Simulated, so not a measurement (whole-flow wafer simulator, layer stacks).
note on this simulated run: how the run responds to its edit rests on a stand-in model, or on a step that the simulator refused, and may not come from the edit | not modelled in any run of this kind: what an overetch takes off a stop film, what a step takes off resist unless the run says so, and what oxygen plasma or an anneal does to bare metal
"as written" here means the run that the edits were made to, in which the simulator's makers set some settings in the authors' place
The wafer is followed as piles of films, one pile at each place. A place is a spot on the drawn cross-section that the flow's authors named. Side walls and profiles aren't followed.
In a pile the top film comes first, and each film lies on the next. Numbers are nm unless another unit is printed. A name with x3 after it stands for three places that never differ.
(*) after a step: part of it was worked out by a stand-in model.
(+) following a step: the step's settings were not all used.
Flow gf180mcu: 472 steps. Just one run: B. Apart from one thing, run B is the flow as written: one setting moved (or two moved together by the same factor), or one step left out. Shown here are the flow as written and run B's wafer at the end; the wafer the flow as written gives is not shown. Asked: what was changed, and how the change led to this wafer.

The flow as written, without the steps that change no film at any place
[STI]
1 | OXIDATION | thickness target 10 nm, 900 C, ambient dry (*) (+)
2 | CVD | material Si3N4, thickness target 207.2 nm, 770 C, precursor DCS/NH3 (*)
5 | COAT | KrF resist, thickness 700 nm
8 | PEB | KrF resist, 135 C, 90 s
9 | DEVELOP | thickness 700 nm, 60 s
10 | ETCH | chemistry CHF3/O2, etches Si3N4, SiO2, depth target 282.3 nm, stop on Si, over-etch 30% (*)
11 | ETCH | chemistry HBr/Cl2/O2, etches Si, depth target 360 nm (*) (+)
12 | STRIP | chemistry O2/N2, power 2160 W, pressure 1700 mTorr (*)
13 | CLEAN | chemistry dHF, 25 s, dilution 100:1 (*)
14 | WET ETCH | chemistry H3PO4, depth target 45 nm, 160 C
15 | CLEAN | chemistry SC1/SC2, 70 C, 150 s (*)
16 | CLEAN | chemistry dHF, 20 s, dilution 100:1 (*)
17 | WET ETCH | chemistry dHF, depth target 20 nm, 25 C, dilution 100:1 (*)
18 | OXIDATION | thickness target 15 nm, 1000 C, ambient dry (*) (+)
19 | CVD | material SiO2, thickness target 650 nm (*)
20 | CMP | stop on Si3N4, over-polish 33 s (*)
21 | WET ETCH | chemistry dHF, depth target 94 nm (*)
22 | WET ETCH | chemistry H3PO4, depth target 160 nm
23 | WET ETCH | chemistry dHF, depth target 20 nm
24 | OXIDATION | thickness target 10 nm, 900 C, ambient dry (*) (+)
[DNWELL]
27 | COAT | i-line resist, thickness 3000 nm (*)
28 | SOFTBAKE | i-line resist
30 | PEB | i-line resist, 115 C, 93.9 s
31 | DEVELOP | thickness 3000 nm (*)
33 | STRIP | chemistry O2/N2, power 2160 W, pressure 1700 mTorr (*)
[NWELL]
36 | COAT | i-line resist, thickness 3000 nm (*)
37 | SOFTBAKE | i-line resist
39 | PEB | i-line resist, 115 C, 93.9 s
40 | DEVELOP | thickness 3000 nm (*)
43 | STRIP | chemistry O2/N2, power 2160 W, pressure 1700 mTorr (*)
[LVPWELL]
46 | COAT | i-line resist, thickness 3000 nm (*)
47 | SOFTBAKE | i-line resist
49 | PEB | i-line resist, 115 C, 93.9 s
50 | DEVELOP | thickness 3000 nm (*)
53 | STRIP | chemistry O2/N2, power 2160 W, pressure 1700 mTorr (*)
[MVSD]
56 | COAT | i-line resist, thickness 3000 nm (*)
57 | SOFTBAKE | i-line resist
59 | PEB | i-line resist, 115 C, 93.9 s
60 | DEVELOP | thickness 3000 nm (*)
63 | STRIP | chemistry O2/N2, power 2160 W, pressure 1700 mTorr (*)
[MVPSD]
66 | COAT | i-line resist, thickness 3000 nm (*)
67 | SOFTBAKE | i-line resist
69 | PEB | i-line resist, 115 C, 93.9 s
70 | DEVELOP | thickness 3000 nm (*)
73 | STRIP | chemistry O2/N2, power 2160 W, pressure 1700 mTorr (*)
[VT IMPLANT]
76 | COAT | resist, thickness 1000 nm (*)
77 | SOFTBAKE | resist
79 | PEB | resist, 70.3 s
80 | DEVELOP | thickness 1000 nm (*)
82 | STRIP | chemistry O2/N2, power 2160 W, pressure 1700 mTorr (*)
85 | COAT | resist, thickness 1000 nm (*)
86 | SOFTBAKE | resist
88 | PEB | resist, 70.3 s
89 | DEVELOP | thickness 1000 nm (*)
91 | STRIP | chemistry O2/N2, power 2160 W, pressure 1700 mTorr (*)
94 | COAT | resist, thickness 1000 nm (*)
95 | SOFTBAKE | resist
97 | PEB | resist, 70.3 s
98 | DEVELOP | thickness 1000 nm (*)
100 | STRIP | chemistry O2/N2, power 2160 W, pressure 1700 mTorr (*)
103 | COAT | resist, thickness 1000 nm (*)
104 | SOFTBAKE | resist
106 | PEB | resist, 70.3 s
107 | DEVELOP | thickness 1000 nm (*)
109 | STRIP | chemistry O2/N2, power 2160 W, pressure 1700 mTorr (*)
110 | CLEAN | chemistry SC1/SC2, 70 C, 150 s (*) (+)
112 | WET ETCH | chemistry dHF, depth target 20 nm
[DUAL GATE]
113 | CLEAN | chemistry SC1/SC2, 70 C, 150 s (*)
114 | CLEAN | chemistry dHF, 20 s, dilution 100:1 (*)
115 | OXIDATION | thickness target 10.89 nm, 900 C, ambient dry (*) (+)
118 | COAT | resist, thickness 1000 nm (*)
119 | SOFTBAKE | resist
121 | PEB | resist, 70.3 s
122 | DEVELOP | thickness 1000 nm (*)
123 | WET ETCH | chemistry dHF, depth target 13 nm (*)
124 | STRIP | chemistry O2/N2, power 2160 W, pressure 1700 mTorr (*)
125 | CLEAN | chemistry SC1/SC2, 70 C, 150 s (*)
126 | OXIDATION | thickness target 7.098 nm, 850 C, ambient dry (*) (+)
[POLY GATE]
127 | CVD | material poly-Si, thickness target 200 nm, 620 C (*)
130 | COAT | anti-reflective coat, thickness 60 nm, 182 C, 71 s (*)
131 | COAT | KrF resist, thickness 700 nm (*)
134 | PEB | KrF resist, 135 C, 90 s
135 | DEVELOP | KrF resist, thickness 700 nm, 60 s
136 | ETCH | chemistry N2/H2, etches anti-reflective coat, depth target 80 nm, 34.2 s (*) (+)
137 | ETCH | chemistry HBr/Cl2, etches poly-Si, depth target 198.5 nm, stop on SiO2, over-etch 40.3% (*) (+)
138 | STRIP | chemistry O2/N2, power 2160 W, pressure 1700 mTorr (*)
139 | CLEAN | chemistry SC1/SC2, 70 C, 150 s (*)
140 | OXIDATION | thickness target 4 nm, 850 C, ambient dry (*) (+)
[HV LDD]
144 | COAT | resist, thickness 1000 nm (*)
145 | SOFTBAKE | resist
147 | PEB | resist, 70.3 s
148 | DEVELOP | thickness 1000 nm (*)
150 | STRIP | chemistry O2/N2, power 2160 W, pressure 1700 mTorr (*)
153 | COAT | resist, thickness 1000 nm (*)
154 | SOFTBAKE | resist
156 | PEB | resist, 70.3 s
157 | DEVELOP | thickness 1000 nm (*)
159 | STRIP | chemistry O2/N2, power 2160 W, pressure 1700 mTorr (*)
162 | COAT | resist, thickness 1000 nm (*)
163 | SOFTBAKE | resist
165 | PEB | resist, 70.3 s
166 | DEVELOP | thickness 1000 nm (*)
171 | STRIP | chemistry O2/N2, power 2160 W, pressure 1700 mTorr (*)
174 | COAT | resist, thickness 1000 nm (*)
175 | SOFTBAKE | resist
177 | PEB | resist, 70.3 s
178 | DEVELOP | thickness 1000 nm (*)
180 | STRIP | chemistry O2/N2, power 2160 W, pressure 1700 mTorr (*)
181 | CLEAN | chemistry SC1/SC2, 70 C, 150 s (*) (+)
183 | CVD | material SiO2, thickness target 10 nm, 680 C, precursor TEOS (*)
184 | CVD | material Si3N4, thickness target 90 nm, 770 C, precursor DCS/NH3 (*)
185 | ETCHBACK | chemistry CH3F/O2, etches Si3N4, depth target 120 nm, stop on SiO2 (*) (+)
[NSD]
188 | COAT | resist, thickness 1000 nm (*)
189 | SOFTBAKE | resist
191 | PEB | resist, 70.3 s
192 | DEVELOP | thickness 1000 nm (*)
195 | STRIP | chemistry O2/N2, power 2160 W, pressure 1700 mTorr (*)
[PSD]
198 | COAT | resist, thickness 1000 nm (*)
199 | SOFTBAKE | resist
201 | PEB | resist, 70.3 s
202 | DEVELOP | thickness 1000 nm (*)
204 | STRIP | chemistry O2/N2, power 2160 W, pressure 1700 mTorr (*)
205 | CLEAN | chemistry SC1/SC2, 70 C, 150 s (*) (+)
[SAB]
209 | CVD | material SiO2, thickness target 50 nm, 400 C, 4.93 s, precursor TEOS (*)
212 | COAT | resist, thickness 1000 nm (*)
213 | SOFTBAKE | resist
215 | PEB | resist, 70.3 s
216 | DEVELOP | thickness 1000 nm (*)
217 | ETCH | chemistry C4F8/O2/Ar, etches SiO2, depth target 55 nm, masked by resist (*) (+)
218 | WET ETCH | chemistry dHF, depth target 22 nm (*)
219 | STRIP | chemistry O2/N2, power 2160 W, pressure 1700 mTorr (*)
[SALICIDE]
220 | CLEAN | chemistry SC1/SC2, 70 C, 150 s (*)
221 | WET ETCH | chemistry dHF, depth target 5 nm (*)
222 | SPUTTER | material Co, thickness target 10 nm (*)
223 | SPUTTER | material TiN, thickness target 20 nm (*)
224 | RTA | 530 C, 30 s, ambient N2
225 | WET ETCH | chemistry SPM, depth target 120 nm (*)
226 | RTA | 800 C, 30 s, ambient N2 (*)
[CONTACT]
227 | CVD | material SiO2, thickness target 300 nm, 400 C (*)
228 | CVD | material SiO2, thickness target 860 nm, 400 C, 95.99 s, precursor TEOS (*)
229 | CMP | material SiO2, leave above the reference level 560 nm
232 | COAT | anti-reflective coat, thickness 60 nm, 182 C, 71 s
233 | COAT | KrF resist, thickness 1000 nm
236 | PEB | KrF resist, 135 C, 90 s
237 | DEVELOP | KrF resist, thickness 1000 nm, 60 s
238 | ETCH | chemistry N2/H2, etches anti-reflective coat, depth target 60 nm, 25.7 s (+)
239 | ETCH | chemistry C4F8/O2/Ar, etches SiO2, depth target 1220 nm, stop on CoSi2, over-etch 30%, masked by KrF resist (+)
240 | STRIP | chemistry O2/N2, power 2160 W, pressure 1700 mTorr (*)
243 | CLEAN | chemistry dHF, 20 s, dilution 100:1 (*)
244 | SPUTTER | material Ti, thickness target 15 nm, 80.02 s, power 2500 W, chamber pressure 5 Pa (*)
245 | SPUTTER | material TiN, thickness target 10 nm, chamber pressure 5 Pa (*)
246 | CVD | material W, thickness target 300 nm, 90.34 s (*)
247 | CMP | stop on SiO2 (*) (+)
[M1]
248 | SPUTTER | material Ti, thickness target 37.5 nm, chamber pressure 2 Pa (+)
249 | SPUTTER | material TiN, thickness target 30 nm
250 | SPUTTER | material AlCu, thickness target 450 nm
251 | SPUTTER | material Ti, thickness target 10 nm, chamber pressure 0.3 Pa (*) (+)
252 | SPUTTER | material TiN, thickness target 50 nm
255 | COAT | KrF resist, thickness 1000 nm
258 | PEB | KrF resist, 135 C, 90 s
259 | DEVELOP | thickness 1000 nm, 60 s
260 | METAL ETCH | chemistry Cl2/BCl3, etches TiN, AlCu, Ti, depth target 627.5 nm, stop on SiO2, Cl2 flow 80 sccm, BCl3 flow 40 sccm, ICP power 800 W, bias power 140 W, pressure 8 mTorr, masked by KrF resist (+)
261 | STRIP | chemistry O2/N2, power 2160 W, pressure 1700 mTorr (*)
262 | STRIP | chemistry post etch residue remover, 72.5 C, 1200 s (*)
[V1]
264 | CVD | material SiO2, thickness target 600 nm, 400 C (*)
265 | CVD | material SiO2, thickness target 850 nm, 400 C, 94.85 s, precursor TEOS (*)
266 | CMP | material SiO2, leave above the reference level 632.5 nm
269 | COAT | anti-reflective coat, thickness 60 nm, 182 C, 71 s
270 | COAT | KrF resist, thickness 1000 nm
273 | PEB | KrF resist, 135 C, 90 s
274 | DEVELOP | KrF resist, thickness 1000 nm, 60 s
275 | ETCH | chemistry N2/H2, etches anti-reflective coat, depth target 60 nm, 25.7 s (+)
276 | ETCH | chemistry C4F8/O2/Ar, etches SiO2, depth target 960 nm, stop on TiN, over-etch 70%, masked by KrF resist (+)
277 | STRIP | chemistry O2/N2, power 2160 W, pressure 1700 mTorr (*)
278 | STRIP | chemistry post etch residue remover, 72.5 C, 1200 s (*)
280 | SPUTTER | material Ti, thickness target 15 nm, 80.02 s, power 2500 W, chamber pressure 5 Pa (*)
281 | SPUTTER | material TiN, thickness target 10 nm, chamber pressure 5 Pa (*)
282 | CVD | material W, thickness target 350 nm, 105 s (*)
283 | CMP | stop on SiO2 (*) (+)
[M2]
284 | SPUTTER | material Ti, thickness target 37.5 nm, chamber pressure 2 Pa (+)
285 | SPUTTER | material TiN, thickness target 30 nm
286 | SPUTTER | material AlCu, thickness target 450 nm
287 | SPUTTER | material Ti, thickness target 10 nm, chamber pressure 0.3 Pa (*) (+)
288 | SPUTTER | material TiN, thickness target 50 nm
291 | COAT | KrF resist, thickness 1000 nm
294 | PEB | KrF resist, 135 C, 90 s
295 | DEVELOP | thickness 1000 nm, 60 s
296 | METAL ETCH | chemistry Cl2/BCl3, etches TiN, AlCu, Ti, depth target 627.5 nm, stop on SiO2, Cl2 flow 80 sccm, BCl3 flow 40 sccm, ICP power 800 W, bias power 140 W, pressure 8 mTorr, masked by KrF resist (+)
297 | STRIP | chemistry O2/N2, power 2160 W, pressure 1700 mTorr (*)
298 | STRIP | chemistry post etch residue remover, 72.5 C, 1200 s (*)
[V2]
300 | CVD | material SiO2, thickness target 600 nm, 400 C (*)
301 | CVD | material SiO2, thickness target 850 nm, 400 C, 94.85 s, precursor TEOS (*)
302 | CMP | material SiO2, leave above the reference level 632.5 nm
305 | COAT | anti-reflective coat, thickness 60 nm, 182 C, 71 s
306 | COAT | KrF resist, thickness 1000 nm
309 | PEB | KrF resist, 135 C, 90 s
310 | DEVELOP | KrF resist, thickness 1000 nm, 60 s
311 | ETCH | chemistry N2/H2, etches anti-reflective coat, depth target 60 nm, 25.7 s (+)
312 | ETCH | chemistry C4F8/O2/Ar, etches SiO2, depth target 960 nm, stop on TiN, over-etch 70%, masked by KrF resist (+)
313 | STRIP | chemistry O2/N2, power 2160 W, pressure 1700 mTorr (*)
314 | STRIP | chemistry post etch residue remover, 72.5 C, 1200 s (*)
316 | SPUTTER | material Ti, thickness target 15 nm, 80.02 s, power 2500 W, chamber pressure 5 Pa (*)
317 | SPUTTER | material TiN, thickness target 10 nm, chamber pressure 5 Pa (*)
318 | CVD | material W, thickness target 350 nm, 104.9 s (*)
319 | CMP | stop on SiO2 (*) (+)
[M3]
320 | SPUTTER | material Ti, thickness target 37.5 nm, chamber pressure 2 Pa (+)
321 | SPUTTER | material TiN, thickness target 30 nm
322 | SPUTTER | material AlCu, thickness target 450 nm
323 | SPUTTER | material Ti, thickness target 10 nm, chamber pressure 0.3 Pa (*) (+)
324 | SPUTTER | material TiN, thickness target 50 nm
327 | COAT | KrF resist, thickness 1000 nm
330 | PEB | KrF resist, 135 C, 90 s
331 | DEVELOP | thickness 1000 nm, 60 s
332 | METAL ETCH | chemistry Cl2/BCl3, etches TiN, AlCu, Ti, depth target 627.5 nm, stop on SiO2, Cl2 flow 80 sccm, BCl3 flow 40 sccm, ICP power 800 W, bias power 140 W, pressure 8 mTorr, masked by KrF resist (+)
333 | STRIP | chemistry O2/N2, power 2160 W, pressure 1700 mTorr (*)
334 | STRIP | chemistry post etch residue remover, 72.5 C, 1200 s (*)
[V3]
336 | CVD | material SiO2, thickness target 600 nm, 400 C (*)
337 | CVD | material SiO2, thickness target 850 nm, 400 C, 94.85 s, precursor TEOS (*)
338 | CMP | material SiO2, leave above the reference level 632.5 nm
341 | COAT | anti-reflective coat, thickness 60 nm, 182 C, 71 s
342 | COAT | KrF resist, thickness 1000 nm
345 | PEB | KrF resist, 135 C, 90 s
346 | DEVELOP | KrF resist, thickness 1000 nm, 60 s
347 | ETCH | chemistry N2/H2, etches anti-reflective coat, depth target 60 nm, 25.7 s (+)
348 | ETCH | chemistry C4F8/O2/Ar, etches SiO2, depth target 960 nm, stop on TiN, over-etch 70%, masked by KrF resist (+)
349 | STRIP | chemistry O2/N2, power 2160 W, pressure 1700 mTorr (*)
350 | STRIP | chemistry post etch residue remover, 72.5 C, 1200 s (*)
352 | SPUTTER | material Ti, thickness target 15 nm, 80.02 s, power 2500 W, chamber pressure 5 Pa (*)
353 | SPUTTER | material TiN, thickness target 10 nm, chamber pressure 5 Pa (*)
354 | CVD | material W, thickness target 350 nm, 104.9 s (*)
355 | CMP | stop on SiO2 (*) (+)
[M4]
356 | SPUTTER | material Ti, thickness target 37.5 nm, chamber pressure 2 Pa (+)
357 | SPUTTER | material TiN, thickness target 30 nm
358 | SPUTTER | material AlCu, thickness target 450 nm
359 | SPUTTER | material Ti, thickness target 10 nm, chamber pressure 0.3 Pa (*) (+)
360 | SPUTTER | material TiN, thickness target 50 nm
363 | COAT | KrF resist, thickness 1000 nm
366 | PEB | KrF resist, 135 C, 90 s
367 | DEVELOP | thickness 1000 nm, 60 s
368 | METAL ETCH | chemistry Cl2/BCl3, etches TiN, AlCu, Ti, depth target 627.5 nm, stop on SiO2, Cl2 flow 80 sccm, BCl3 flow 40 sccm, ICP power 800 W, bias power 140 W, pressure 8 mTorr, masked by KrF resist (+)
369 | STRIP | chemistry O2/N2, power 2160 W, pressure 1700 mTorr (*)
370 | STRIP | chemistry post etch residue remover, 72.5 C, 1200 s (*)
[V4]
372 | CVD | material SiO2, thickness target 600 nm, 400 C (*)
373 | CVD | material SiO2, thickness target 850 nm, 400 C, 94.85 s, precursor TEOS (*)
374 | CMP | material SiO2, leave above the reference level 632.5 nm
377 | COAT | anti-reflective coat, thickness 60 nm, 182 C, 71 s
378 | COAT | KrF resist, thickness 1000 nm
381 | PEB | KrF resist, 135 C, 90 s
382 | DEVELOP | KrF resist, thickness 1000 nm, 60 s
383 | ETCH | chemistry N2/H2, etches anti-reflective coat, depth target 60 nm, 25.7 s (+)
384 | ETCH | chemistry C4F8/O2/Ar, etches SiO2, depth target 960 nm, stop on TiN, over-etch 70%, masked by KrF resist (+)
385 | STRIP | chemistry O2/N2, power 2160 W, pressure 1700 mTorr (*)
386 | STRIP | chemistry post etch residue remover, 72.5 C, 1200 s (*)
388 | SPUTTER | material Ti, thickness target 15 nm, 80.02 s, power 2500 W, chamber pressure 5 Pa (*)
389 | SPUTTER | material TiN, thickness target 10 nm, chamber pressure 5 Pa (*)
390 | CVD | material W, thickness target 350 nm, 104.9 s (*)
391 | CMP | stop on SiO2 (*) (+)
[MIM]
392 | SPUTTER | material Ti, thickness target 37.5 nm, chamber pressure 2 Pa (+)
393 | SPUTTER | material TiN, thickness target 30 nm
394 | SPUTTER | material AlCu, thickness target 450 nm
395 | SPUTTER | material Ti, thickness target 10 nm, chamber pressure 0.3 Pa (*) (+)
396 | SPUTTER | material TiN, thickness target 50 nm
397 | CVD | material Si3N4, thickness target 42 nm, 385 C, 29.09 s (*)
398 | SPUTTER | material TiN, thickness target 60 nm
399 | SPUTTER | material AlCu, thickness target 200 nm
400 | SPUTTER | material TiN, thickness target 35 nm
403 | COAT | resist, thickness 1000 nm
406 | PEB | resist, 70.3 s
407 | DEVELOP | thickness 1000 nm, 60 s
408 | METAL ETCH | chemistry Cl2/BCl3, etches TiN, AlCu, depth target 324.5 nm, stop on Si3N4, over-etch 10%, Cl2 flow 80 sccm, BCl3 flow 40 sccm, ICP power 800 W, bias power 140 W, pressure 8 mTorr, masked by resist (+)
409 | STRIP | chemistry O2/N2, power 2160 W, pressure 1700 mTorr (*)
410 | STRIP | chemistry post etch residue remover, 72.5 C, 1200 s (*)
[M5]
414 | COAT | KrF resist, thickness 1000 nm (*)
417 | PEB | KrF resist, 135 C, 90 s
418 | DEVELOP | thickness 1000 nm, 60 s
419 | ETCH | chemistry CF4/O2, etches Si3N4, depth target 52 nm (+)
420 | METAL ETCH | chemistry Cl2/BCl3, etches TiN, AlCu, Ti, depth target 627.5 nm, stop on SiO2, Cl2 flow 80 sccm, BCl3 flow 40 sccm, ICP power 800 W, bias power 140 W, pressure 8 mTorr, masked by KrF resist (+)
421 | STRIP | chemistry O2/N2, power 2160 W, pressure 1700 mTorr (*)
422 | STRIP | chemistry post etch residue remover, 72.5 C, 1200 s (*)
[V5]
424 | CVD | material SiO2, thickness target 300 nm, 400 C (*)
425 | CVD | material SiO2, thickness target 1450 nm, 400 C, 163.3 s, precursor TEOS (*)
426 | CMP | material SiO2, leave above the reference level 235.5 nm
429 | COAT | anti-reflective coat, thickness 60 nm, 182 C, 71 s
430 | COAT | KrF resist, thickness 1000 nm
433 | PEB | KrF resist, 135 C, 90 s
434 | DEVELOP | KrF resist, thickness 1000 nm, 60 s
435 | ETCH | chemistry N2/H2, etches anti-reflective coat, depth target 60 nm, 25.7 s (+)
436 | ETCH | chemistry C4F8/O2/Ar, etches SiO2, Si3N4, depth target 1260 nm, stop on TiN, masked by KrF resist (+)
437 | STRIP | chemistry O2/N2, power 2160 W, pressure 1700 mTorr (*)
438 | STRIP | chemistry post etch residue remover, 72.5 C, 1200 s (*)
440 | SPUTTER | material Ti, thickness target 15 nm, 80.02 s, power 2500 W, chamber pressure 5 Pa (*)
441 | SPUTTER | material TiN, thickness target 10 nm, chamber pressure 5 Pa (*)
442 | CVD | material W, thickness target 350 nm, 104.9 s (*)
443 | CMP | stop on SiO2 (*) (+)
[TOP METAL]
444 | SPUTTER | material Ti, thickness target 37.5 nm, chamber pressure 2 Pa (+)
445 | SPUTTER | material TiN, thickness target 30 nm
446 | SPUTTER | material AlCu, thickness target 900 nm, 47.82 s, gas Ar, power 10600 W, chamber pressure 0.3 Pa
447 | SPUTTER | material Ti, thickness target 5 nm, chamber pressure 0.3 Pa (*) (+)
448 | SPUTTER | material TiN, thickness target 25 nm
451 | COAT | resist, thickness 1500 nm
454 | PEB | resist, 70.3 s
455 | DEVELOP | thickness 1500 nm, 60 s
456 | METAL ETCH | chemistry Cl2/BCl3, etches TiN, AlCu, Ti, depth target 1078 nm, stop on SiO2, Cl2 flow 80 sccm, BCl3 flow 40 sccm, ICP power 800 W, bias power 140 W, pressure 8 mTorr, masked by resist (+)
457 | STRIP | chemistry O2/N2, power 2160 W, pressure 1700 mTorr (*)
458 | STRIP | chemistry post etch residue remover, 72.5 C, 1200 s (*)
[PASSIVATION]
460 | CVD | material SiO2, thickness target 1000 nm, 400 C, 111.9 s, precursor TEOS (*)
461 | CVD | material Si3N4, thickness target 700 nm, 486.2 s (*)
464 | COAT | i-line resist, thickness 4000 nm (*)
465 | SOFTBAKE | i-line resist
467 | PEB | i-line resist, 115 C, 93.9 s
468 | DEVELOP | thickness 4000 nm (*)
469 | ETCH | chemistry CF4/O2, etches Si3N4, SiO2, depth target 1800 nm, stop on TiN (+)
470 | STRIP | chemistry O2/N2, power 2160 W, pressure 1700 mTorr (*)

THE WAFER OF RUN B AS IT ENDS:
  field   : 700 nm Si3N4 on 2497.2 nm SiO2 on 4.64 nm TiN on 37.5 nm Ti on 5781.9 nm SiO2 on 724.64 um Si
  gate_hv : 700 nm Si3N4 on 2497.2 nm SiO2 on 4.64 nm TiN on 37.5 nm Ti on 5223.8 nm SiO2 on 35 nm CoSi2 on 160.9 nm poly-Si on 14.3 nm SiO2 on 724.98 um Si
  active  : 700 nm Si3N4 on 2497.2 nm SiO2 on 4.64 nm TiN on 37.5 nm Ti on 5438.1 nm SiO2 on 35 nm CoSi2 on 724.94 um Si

What caused this: step 394, SPUTTER: thickness target 544 nm was run, though the flow has thickness target 450 nm.

How this came from the change, step by step:
  394 | SPUTTER | material AlCu, thickness target 450 nm
      field, field__w1, field__w2 and 108 more: +544 AlCu (new film) (as written it would have been: +450 AlCu (new film))
  420 | METAL ETCH | chemistry Cl2/BCl3, etches TiN, AlCu, Ti, depth target 627.5 nm, stop on SiO2, Cl2 flow 80 sccm, BCl3 flow 40 sccm, ICP power 800 W, bias power 140 W, pressure 8 mTorr, masked by KrF resist (+)
      field, field__w1, field__w2 and 101 more: -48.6 TiN (all of it), -10 Ti (all of it), -544 AlCu (all of it), -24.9 TiN (as written it would have been: -48.6 TiN (all of it), -10 Ti (all of it), -450 AlCu (all of it), -30 TiN (all of it), -37.5 Ti (all of it))
  424 | CVD | material SiO2, thickness target 300 nm, 400 C (*)
      field, field__w1, field__w2 and 101 more: +300 SiO2 (new film) (as written it would have been: +300 SiO2)
  426 | CMP | material SiO2, leave above the reference level 235.5 nm
      field, field__w1, field__w5 and 92 more: -249 SiO2 (as written it would have been: -300.8 SiO2)
      field__w2, field__w3, field__w12 and 6 more: -218.5 SiO2 (as written it would have been: -272.7 SiO2)
If metal films that touch count as one body, field has 1 body; the flow as written gives 0 bodies.
If metal films that touch count as one body, gate_hv has 2 bodies (between them, from the top down: SiO2 5223.8); the flow as written gives 1 body.
If metal films that touch count as one body, active has 2 bodies (between them, from the top down: SiO2 5438.1); the flow as written gives 1 body.
